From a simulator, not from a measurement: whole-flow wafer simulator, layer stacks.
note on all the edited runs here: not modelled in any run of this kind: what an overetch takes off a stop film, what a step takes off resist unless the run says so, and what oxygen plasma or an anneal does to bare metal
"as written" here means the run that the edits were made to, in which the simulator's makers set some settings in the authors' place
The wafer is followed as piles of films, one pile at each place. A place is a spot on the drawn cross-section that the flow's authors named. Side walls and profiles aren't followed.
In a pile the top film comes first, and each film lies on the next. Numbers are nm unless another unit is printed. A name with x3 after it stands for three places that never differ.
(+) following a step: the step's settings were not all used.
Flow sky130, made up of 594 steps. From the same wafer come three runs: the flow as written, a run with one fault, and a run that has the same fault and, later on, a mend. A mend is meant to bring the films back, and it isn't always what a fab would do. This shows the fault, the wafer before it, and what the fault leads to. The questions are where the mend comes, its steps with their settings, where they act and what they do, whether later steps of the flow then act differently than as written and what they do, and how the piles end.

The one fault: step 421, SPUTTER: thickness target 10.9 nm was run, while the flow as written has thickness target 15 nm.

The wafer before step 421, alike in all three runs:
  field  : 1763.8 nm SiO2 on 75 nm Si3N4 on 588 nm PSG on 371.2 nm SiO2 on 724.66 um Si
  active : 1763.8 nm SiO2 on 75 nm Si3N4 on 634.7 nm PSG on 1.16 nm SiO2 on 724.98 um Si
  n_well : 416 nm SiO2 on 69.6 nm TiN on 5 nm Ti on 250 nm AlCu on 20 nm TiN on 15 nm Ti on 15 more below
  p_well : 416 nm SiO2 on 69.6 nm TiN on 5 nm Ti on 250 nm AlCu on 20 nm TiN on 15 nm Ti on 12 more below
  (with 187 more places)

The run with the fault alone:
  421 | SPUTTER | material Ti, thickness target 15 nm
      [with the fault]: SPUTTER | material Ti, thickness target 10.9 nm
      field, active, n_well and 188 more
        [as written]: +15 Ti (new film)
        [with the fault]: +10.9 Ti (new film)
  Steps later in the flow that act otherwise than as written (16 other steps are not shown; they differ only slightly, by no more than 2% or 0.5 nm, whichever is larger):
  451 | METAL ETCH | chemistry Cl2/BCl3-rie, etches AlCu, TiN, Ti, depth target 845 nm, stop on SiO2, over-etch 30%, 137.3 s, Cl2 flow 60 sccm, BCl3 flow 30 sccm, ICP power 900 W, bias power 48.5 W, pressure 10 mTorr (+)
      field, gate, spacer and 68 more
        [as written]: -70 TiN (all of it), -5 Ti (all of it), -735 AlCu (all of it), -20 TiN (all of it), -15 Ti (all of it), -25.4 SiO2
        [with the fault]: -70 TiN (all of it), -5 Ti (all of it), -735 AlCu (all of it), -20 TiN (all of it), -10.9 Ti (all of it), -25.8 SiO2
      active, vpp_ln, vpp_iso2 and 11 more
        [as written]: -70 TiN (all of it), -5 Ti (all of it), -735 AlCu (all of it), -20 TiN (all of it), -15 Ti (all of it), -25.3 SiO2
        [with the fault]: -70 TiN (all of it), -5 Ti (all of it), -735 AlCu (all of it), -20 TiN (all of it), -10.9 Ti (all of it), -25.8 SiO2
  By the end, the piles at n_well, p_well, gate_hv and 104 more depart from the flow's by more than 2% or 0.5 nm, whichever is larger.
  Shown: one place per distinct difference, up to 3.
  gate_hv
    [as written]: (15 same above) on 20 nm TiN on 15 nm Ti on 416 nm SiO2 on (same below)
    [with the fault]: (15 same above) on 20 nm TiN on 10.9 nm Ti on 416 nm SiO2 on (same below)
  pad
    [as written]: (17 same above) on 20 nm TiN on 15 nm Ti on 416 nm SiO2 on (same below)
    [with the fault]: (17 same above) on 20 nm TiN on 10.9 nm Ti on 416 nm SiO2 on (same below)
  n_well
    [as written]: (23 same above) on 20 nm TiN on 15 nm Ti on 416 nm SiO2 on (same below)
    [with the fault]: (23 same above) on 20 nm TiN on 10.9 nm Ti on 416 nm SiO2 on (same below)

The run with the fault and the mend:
  The mend follows step 421.
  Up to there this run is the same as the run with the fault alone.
  421a | SPUTTER | material Ti, thickness target 4.1 nm (the flow's step 421, run once more with other settings)
      field, active, n_well and 188 more
        +4.1 Ti
  Later steps of the flow that are run all act as written at every place that is followed.
  The piles end the same as the flow's at every place that both follow.
